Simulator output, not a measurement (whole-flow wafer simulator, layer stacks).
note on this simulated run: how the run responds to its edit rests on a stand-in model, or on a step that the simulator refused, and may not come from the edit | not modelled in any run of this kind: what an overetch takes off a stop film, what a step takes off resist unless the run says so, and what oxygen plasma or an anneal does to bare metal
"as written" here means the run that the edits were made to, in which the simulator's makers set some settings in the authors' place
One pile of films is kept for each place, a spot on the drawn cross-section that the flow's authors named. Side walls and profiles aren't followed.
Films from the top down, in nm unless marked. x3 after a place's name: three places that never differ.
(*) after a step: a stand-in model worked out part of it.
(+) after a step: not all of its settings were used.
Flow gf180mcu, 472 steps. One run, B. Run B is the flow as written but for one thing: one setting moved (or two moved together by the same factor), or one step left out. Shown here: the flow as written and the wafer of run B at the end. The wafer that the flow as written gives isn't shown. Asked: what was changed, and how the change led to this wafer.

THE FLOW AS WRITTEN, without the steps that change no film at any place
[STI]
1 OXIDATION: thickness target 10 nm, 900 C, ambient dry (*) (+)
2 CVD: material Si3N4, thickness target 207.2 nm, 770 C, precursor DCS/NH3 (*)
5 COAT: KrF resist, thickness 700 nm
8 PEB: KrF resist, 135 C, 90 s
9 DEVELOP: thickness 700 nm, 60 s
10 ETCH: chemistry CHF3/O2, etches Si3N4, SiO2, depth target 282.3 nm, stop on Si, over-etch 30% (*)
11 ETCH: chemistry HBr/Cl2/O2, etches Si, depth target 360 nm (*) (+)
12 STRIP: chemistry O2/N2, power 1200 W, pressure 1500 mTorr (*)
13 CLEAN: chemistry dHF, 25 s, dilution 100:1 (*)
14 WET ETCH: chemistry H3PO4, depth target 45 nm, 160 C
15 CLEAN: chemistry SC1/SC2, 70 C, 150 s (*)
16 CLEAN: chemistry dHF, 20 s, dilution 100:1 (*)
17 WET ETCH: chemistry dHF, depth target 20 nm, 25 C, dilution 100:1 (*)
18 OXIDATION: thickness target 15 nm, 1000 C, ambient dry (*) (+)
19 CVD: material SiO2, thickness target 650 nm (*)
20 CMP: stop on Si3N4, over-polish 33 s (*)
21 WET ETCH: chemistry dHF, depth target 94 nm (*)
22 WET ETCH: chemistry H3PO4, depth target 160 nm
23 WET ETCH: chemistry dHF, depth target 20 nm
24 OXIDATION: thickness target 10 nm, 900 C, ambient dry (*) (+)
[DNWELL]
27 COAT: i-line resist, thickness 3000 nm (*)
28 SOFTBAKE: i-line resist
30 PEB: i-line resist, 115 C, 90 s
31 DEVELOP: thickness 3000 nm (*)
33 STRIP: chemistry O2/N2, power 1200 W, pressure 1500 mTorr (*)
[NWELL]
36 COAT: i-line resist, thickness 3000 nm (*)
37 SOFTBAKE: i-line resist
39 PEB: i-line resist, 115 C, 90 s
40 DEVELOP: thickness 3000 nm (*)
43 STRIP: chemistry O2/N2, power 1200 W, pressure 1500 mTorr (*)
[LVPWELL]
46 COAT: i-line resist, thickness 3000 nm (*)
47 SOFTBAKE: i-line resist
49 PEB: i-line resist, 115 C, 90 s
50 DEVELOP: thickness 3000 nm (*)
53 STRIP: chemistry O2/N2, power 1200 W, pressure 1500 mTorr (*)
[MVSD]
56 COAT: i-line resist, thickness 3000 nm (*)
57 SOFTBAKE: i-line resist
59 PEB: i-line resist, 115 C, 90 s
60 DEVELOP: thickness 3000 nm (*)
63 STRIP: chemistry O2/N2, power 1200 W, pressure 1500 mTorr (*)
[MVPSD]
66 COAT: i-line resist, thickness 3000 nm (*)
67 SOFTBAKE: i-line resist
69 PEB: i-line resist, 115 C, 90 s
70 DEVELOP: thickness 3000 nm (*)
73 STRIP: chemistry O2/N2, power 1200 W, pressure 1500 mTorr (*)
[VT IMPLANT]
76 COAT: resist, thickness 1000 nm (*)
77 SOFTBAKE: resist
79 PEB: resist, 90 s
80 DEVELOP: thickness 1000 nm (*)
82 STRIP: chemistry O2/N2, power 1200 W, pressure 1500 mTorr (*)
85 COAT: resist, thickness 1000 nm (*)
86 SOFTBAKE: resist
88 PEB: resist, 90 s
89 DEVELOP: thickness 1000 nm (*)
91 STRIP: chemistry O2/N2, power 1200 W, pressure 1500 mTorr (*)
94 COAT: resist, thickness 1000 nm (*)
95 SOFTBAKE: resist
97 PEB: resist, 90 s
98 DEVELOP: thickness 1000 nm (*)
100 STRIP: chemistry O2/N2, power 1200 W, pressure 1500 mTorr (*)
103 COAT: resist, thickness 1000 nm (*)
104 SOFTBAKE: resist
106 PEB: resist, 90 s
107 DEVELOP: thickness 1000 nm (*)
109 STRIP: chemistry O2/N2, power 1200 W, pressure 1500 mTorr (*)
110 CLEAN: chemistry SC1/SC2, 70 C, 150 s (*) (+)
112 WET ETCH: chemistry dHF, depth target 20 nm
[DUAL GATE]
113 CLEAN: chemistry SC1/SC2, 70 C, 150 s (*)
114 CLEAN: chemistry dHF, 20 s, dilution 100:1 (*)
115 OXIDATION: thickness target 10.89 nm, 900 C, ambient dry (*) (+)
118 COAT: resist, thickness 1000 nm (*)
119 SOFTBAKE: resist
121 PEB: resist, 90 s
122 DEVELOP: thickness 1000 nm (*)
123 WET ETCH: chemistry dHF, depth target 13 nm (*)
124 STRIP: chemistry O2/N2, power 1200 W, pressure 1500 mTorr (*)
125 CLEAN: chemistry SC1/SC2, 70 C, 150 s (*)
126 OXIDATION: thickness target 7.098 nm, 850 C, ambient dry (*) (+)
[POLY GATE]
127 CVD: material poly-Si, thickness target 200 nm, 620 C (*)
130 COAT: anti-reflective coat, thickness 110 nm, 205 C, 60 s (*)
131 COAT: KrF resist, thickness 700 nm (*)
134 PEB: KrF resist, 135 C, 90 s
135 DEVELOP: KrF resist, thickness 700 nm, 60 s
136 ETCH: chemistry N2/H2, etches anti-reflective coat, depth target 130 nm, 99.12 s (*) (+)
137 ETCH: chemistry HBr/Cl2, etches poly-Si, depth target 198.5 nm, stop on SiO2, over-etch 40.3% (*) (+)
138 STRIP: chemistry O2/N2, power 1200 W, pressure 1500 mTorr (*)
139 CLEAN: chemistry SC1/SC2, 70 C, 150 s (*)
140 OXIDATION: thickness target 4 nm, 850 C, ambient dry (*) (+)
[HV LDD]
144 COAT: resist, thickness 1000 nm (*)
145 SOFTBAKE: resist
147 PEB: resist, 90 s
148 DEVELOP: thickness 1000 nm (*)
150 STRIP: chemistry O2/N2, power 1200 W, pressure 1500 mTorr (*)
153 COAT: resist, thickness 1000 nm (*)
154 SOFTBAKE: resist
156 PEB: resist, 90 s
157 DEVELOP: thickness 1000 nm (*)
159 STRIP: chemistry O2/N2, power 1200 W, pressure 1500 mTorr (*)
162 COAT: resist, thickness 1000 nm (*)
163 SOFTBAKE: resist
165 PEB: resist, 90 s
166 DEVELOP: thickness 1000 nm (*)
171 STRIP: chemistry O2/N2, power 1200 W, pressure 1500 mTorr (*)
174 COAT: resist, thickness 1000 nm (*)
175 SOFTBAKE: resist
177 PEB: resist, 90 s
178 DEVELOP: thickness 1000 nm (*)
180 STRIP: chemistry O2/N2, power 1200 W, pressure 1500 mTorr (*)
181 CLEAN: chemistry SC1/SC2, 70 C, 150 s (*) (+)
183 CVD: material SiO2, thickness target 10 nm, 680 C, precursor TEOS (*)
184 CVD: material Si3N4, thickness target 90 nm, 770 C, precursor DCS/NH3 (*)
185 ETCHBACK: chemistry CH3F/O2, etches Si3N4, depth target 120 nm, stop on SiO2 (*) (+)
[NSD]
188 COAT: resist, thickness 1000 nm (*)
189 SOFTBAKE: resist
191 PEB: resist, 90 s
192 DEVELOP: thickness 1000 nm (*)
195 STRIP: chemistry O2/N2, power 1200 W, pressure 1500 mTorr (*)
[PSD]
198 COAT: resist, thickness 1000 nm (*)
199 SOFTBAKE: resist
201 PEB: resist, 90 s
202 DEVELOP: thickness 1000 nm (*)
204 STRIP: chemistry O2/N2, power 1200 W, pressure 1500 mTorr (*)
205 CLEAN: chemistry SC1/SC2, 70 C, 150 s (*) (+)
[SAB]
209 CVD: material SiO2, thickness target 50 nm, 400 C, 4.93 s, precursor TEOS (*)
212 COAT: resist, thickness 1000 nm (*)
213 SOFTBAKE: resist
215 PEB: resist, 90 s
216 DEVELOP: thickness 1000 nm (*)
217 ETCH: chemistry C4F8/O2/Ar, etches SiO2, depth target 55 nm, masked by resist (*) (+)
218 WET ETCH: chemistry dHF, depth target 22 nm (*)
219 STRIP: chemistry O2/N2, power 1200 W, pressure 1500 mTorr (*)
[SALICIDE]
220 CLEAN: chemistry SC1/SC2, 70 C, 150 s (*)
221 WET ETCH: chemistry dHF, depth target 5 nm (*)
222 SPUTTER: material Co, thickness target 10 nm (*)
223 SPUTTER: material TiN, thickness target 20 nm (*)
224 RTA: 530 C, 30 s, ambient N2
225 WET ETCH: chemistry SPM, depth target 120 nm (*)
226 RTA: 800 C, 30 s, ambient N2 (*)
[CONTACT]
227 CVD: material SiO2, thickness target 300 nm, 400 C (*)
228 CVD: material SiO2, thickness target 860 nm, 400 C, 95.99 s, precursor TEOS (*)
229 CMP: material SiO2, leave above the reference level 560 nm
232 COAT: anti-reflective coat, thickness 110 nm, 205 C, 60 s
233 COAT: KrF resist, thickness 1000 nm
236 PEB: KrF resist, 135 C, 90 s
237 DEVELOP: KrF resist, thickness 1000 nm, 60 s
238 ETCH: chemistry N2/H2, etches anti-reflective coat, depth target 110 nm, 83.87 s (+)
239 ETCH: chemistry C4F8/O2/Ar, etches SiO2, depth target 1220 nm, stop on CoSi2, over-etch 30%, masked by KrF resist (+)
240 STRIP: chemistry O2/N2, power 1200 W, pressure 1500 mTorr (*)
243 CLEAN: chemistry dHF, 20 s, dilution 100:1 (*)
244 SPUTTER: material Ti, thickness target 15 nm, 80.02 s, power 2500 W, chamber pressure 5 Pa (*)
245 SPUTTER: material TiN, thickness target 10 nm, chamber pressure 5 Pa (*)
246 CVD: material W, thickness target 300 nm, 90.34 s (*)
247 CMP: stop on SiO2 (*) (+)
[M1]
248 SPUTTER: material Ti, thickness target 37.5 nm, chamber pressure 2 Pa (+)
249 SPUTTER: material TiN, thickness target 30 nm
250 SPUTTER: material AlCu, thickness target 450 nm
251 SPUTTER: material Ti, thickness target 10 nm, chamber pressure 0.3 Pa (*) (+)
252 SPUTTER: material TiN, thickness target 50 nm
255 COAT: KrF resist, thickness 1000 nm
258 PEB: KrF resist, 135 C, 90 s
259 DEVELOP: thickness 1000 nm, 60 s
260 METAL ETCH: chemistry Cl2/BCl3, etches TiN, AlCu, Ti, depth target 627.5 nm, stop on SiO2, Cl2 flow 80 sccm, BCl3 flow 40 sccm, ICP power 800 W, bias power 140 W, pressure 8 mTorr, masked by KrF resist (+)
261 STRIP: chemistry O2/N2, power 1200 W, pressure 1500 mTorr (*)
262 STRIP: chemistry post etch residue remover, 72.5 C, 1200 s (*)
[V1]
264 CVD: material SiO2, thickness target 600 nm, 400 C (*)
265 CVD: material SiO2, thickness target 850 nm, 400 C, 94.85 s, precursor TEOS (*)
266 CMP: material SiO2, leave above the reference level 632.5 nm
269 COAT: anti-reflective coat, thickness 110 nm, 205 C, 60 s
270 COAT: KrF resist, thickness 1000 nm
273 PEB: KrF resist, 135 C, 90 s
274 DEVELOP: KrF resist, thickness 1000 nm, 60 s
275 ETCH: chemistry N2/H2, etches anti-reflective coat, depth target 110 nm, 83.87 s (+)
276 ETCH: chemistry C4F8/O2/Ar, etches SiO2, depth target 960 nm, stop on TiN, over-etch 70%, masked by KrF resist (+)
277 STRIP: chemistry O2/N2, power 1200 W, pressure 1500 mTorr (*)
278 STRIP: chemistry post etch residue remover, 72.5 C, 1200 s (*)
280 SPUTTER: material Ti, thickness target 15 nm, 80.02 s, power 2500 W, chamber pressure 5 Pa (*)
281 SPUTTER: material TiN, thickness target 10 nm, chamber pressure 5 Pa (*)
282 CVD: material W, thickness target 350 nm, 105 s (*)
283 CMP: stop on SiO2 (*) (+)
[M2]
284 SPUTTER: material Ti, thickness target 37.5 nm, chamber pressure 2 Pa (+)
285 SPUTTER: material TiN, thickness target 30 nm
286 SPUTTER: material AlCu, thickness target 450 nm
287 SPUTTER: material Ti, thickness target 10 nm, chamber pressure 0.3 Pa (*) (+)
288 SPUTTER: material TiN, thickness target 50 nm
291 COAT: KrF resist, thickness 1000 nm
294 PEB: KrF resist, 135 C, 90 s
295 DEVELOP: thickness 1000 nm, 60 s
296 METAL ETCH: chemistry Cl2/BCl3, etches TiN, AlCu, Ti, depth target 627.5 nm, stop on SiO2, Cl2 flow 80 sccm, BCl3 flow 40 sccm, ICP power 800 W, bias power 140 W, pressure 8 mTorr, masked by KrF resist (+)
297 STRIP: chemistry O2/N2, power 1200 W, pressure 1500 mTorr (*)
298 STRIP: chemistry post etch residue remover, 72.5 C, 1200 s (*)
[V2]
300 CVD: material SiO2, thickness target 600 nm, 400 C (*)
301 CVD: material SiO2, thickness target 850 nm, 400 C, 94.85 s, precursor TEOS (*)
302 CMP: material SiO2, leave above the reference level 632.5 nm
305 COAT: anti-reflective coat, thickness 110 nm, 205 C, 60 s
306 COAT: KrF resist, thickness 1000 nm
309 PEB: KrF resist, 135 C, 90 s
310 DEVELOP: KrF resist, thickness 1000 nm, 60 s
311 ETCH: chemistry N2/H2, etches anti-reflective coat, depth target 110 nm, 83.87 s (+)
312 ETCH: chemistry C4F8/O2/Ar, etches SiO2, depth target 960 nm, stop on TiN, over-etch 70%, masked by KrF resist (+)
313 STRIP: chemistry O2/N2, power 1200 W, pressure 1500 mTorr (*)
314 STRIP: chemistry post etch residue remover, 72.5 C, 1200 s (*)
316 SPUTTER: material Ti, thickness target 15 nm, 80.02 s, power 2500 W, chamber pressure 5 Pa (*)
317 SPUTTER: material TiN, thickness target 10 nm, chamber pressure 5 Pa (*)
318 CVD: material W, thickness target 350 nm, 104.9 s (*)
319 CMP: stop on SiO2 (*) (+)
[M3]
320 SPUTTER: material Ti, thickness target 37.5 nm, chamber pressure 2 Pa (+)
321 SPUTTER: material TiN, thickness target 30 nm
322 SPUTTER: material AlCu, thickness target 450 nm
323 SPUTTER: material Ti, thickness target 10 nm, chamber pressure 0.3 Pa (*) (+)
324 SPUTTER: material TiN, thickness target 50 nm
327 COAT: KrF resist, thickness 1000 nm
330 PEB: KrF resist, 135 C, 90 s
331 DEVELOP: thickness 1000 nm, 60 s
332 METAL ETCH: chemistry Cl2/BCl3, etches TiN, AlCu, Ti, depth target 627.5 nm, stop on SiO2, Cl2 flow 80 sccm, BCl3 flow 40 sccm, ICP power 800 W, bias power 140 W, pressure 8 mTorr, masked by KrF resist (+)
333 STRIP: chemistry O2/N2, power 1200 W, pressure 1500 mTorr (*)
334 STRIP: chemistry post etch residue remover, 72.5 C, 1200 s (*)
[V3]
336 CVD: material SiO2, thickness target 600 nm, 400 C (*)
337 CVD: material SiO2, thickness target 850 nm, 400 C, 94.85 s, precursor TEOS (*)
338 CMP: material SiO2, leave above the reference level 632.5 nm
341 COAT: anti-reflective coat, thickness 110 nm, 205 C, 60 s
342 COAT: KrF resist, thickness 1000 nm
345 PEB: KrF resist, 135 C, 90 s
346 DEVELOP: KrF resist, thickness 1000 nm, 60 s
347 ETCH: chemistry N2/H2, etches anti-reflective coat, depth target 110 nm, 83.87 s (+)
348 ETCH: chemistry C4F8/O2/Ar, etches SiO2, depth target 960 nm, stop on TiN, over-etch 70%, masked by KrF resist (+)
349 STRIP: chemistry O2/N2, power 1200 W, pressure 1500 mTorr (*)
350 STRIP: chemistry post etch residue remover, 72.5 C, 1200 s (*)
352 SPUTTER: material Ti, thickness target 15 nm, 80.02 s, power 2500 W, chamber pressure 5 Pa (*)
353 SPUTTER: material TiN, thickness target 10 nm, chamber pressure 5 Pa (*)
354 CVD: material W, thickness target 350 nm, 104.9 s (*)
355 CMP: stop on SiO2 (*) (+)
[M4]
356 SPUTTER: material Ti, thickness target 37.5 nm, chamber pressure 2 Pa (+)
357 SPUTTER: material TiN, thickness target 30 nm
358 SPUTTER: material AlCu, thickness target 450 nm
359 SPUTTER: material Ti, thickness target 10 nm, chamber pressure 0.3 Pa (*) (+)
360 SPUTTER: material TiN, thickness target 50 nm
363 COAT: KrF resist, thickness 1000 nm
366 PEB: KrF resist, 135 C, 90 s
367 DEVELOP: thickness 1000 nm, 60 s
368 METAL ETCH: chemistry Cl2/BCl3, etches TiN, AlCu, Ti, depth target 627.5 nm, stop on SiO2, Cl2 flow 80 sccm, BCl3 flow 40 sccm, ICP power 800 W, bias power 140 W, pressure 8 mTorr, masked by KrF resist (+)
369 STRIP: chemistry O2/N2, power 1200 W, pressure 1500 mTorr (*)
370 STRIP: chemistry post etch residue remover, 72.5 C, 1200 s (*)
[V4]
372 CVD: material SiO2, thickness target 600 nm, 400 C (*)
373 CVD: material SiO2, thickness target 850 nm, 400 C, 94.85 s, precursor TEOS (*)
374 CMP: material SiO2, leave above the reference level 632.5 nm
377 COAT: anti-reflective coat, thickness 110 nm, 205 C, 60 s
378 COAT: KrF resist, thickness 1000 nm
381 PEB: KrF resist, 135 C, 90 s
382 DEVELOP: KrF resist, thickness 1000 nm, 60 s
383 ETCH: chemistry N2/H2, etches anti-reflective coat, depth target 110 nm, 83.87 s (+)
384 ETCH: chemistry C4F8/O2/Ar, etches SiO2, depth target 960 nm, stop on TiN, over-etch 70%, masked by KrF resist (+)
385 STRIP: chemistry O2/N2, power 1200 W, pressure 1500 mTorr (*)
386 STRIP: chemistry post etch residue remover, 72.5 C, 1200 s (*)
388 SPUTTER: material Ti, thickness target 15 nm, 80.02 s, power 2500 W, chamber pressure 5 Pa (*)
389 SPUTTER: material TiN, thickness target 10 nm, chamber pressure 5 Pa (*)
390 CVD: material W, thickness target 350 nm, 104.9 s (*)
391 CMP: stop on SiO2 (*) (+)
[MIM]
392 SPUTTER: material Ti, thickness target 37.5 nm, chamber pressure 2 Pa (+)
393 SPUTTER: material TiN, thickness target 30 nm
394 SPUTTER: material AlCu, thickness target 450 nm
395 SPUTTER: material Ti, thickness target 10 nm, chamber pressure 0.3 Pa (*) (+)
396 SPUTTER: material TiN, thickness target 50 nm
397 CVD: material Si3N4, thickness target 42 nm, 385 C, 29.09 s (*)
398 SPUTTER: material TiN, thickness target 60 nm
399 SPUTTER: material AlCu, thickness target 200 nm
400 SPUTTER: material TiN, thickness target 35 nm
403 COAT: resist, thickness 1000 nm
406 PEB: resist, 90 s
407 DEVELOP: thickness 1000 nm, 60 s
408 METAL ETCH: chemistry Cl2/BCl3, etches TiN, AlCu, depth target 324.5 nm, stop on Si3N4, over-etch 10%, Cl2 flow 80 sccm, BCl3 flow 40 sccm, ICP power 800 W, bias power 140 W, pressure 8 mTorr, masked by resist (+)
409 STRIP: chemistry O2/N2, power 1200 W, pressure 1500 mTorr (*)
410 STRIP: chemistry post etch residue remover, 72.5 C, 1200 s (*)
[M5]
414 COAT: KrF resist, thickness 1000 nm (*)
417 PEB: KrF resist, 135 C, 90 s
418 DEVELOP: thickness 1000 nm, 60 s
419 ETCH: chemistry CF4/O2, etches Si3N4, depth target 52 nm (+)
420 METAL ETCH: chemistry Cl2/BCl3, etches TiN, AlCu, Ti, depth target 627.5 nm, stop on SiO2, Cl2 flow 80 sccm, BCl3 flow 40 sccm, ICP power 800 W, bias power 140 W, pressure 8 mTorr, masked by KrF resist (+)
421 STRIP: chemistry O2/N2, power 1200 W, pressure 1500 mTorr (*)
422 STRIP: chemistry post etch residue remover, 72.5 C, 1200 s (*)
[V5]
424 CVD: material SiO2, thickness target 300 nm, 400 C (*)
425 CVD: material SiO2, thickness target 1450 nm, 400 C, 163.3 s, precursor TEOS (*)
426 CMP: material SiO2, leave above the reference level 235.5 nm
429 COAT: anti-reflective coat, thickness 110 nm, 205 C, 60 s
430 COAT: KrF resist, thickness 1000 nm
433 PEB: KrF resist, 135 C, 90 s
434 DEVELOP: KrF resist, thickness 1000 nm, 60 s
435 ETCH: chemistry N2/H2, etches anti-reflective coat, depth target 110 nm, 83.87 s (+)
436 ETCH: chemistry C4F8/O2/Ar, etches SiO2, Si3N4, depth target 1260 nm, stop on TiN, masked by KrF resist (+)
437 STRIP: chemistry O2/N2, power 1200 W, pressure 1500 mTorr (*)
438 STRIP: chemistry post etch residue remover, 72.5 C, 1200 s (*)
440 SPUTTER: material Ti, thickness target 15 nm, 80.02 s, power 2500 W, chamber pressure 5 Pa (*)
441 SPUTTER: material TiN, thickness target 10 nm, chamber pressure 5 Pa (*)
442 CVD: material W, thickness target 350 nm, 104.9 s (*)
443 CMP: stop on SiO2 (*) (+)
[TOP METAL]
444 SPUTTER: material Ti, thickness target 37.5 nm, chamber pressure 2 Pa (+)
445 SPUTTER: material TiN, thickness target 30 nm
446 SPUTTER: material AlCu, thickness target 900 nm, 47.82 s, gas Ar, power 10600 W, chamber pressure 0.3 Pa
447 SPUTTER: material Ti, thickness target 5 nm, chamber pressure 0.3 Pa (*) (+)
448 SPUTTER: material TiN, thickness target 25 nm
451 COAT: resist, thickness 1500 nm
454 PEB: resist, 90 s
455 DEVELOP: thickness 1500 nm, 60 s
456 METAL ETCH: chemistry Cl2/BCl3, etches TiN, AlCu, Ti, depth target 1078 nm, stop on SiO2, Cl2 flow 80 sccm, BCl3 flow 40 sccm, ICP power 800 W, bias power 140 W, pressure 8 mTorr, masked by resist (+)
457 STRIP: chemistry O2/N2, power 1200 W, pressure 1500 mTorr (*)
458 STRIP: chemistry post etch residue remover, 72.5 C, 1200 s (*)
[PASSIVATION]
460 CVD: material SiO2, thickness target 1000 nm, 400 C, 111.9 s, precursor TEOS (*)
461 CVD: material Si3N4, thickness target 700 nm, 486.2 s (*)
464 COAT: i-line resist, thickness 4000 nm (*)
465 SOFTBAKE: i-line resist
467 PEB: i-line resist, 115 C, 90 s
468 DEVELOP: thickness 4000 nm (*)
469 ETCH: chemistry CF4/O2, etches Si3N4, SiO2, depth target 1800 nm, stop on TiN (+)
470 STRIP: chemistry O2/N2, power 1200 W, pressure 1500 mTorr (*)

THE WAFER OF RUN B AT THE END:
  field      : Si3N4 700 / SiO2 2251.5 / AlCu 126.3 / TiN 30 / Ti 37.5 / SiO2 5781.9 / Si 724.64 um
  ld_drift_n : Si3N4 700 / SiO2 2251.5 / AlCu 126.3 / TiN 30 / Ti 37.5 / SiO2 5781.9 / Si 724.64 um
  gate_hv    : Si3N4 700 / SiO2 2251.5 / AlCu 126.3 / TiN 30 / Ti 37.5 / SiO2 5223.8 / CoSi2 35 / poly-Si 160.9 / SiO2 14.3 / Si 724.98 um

The cause: step 420, METAL ETCH: depth target 376.5 nm was run, where the flow has depth target 627.5 nm.

How the change led to this, step by step:
  420 METAL ETCH: chemistry Cl2/BCl3, etches TiN, AlCu, Ti, depth target 627.5 nm, stop on SiO2, Cl2 flow 80 sccm, BCl3 flow 40 sccm, ICP power 800 W, bias power 140 W, pressure 8 mTorr, masked by KrF resist (+)
      field, field__w1, field__w2 and 101 more: TiN -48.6 (all of it), Ti -10 (all of it), AlCu -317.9 (as written it would be: TiN -48.6 (all of it), Ti -10 (all of it), AlCu -450 (all of it), TiN -30 (all of it), Ti -37.5 (all of it))
      field__w4, field__w8, contact, m1, m1__w1, mim, mim_1p0, m1_nw: KrF resist -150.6 (as written it would be: KrF resist -251)
  421 STRIP: chemistry O2/N2, power 1200 W, pressure 1500 mTorr (*)
      field__w8, m1__w1: KrF resist -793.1 (all of it) (as written it would be: KrF resist -692.7 (all of it))
      contact, m1: KrF resist -793.6 (all of it) (as written it would be: KrF resist -693.2 (all of it))
      (and at 4 more places)
  422 STRIP: chemistry post etch residue remover, 72.5 C, 1200 s (*)
      field, field__w1, field__w2 and 101 more: AlCu -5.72 (as written it would be: nothing)
  424 CVD: material SiO2, thickness target 300 nm, 400 C (*)
      field, field__w1, field__w2 and 101 more: SiO2 +300 (new film) (as written it would be: SiO2 +300)
  426 CMP: material SiO2, leave above the reference level 235.5 nm
      field, field__w1, field__w5 and 92 more: SiO2 -494.7 (as written it would be: SiO2 -300.8)
      field__w2, field__w3, field__w12 and 6 more: SiO2 -475.3 (as written it would be: SiO2 -272.7)
Counting metal films that touch as one body, field has 1 body; the flow as written gives 0 bodies.
Counting metal films that touch as one body, ld_drift_n has 1 body; the flow as written gives 0 bodies.
Counting metal films that touch as one body, gate_hv has 2 bodies (between them, from the top down: SiO2 5223.8); the flow as written gives 1 body.
